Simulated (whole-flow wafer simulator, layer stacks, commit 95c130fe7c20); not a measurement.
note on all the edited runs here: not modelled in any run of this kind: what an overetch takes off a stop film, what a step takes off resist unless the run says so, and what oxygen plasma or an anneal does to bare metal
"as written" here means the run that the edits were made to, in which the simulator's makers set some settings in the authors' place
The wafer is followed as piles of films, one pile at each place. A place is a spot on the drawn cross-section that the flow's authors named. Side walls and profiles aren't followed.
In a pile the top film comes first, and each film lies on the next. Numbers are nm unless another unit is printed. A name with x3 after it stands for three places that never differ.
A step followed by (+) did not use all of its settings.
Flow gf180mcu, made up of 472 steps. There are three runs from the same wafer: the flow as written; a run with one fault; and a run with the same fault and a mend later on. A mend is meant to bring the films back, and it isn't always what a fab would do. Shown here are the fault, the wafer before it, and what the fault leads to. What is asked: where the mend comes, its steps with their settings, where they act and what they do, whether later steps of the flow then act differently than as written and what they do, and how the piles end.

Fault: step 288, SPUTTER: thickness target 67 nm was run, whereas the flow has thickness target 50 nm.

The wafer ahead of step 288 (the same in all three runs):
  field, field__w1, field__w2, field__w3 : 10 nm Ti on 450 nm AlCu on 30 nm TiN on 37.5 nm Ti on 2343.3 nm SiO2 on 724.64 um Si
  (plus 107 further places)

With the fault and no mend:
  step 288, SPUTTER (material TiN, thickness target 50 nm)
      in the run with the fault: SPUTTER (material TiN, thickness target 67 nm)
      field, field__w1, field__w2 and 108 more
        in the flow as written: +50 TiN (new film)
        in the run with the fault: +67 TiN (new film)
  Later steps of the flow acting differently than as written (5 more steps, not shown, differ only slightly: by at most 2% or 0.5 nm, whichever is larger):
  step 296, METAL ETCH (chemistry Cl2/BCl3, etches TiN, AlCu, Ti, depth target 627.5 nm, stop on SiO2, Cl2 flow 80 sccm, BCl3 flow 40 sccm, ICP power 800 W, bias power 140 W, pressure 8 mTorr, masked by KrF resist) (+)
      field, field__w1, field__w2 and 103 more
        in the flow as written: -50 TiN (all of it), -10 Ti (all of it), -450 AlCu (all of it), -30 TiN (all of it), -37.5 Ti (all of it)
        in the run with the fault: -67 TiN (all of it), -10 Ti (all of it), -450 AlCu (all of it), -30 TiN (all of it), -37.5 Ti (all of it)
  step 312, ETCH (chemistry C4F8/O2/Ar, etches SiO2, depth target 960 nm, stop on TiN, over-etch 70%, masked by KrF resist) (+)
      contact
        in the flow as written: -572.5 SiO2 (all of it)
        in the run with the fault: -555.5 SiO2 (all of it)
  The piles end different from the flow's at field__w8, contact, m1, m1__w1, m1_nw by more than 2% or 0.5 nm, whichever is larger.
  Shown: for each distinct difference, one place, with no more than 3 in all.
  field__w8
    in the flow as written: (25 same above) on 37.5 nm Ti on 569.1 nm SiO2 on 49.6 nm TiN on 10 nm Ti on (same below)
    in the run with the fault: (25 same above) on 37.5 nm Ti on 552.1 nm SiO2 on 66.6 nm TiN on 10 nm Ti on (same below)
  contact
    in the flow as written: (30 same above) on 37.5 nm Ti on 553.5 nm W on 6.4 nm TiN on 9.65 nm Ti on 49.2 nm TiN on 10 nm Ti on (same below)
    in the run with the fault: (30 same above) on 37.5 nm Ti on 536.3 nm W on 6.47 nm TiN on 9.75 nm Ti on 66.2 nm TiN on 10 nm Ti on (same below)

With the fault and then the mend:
  The mend stands after step 288.
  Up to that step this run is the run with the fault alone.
  step 288a, METAL ETCH (chemistry Cl2/BCl3, etches TiN, AlCu, Ti, depth target 17 nm, Cl2 flow 80 sccm, BCl3 flow 40 sccm, ICP power 800 W, bias power 140 W, pressure 8 mTorr) (the flow's step 260 again, with other settings)
      field, field__w1, field__w2 and 108 more
        -17 TiN
  None of the later steps of the flow acts differently than as written at any place that is followed.
  The piles end the same as the flow's at every place that both follow.
